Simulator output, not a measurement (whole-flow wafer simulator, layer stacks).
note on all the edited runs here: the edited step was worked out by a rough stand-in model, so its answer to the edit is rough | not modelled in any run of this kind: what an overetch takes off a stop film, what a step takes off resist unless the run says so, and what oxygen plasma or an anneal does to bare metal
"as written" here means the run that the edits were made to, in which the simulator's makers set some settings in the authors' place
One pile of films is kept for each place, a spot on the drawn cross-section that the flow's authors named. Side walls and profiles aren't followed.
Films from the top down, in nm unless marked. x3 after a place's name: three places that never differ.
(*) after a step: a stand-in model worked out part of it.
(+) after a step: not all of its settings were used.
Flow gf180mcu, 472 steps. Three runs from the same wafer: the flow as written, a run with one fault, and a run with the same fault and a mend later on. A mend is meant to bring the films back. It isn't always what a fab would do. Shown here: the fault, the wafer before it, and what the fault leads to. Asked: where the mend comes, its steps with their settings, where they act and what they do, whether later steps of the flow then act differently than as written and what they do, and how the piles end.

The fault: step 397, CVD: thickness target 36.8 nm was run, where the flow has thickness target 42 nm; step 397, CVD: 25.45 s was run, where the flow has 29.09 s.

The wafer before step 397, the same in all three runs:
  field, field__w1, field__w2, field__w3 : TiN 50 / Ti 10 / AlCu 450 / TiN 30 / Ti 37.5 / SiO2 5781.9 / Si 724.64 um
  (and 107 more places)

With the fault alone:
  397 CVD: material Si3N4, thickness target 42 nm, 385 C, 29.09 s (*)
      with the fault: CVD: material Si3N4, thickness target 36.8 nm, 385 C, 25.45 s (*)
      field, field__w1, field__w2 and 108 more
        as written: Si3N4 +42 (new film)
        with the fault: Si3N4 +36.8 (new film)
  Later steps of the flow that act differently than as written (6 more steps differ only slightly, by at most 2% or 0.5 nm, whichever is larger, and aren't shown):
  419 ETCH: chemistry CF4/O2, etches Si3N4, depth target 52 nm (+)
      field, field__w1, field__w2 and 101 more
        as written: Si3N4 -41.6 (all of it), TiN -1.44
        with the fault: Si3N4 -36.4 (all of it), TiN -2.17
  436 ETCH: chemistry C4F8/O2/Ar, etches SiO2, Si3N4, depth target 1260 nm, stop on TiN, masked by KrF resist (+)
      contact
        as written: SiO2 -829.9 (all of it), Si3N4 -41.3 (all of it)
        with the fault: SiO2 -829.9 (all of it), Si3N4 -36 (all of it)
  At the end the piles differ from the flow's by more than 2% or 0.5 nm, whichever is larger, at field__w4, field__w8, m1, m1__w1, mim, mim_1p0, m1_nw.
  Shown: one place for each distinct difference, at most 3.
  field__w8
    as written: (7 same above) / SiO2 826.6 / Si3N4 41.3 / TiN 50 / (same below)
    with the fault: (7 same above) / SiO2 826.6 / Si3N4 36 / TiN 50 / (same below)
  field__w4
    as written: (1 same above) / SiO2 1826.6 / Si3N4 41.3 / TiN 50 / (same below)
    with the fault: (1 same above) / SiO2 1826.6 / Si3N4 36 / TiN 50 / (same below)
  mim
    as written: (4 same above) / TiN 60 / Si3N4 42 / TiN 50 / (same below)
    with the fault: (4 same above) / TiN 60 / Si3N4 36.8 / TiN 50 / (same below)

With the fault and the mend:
  The mend comes after step 397.
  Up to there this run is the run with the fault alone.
  397a CVD: material Si3N4, thickness target 5.2 nm, 385 C, 3.601 s (the flow's step 397 once more, with other settings)
      field, field__w1, field__w2 and 108 more
        Si3N4 +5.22
  No later step of the flow acts differently than as written, at any place that is followed, by more than 2% or 0.5 nm, whichever is larger.
  At the end the piles differ from the flow's only slightly at the places that both follow, by at most 2% or 0.5 nm, whichever is larger.
